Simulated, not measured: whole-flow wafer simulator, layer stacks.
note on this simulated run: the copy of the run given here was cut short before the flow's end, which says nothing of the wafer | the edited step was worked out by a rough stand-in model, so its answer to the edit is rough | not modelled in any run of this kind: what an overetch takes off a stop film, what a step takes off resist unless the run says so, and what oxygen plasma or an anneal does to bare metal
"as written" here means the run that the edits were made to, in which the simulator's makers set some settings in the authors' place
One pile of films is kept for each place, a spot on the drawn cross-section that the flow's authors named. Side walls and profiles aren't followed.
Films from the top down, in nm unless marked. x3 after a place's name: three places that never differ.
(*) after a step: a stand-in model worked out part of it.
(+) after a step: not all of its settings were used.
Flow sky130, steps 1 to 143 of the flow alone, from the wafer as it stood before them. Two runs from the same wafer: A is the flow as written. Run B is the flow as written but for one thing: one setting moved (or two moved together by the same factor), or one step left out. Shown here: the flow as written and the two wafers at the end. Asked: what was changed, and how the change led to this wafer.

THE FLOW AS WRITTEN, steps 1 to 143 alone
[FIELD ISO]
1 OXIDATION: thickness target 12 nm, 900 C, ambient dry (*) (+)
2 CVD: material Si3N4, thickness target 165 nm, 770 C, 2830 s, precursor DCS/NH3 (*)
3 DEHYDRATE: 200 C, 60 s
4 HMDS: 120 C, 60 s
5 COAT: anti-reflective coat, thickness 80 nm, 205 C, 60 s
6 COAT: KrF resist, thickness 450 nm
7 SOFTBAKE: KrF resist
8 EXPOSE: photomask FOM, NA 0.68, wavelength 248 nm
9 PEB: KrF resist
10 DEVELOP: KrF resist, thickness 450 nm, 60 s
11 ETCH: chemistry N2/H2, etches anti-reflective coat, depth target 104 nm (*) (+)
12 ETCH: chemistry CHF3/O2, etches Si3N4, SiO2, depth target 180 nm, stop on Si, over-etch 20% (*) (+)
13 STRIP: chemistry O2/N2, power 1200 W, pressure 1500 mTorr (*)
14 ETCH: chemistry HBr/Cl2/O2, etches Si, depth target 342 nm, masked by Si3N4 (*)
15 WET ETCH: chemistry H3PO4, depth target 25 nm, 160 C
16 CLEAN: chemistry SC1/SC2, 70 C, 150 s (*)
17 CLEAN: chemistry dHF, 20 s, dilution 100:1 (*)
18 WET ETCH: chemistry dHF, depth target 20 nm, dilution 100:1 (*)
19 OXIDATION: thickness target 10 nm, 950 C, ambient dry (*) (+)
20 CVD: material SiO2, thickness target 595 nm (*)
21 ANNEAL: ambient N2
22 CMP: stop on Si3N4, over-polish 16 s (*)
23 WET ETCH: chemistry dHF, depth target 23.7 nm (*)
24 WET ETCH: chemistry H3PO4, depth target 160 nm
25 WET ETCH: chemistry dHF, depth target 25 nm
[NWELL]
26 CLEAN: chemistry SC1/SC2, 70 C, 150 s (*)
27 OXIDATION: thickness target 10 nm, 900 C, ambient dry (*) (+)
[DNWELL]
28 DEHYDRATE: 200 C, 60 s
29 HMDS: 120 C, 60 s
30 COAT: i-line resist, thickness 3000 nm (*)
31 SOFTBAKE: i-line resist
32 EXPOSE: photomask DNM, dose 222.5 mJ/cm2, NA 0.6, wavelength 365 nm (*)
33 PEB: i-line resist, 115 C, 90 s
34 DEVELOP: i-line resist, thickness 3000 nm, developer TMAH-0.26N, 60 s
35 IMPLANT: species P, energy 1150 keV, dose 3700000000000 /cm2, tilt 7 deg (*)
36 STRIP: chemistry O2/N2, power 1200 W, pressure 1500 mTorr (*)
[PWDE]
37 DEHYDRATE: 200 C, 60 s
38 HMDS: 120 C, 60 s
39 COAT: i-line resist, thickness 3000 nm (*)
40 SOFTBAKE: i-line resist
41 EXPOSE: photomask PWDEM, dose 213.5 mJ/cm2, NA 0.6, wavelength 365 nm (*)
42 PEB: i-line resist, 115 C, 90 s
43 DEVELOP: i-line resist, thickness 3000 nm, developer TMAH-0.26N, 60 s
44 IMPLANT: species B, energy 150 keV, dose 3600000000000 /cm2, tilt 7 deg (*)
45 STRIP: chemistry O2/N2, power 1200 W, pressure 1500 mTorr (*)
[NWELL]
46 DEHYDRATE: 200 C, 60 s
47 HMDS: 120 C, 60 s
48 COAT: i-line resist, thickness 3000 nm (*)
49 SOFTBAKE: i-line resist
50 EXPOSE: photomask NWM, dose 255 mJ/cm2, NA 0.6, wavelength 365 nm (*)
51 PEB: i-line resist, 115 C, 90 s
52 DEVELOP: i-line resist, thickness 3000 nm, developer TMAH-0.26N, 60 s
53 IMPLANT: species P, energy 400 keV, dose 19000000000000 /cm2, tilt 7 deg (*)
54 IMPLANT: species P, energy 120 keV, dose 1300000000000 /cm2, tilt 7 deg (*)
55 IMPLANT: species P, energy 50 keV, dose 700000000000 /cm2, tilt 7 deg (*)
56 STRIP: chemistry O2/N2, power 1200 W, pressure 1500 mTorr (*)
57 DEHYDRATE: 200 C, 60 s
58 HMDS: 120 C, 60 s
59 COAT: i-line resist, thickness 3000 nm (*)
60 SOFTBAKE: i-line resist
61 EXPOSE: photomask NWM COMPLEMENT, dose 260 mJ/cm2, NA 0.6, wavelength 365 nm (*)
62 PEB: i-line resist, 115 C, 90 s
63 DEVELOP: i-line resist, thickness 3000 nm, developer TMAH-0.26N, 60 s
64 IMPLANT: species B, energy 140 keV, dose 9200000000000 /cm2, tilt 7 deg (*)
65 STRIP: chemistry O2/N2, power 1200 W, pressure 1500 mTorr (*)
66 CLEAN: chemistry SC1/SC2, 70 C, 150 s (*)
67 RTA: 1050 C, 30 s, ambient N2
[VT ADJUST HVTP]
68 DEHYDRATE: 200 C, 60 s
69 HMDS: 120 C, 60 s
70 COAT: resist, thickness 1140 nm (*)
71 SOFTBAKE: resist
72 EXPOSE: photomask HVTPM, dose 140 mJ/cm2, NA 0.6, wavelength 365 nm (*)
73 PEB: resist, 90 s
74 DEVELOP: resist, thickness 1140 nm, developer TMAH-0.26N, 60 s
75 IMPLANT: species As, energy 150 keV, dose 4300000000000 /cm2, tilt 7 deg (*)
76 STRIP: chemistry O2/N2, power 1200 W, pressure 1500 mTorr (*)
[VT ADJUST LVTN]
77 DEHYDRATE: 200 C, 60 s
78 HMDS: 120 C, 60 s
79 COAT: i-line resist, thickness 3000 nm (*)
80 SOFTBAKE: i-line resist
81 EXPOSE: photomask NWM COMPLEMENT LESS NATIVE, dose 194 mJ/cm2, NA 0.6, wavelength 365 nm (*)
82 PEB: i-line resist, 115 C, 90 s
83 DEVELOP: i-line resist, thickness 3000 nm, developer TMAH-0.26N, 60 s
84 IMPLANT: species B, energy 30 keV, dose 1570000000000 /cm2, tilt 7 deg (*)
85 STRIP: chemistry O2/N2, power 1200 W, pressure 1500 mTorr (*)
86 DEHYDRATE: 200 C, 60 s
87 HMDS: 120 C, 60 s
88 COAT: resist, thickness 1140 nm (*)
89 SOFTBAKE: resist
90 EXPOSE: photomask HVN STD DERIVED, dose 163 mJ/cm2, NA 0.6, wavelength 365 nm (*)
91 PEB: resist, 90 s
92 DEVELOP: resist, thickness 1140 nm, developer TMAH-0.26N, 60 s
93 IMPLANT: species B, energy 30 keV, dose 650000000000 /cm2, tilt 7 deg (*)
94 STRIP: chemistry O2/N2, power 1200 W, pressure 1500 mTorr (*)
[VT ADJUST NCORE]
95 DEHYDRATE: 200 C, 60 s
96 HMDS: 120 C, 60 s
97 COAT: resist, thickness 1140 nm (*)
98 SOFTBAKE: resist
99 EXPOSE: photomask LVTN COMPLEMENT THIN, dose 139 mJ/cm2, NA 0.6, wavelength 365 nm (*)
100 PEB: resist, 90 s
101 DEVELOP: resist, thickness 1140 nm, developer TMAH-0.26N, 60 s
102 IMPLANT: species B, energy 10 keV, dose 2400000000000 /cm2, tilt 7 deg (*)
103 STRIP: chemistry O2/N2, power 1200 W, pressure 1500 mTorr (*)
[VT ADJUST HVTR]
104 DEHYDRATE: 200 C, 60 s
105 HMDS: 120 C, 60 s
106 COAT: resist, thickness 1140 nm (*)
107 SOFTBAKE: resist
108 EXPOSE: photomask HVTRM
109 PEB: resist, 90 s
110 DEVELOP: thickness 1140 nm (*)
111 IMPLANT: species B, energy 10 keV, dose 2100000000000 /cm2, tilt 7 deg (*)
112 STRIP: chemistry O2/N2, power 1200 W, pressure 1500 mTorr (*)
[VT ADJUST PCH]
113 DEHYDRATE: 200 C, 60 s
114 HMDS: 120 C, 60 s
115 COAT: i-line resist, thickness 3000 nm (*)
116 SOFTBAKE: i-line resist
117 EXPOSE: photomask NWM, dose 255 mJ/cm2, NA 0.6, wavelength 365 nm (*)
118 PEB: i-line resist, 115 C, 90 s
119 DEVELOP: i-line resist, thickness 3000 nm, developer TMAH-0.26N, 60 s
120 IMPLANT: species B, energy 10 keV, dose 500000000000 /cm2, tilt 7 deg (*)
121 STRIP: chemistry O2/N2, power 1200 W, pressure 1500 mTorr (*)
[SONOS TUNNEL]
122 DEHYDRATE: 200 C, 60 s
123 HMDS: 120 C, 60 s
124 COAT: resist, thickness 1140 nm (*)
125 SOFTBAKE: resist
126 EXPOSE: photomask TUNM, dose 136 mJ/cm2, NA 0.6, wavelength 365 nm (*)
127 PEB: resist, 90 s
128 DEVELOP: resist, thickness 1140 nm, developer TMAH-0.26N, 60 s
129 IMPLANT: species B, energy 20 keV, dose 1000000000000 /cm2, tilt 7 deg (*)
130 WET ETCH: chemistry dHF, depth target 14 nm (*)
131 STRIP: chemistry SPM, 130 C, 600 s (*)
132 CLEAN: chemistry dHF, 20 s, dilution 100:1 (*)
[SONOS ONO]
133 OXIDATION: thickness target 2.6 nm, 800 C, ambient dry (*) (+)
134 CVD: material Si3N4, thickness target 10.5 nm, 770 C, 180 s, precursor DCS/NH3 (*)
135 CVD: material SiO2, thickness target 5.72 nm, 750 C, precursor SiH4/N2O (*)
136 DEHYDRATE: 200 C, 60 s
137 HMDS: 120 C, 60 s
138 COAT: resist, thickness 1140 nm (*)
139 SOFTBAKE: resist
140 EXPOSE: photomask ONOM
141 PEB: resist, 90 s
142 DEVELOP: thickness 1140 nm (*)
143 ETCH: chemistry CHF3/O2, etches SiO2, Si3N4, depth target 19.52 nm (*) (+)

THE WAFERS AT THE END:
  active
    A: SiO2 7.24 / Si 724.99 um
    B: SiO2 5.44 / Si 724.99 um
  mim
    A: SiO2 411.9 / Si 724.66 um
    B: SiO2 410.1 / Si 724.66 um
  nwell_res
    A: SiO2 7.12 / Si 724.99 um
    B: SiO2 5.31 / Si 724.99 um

The cause: step 134, CVD: 758 C was run, where the flow has 770 C.

How the change led to this, step by step:
  134 CVD: material Si3N4, thickness target 10.5 nm, 770 C, 180 s, precursor DCS/NH3 (*)
      field, active, n_well and 187 more: A Si3N4 +10.5 (new film) | B Si3N4 +8.7 (new film)
  143 ETCH: chemistry CHF3/O2, etches SiO2, Si3N4, depth target 19.52 nm (*) (+)
      field, active, p_well x5 and 179 more: A SiO2 -5.72 (all of it), Si3N4 -10.5 (all of it), SiO2 -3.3 | B SiO2 -5.72 (all of it), Si3N4 -8.7 (all of it), SiO2 -5.1
      n_well, sonos_sd: A SiO2 -5.72 (all of it), Si3N4 -10.5 (all of it), SiO2 -2.6 (all of it), Si -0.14 | B SiO2 -5.72 (all of it), Si3N4 -8.7 (all of it), SiO2 -2.6 (all of it), Si -0.5
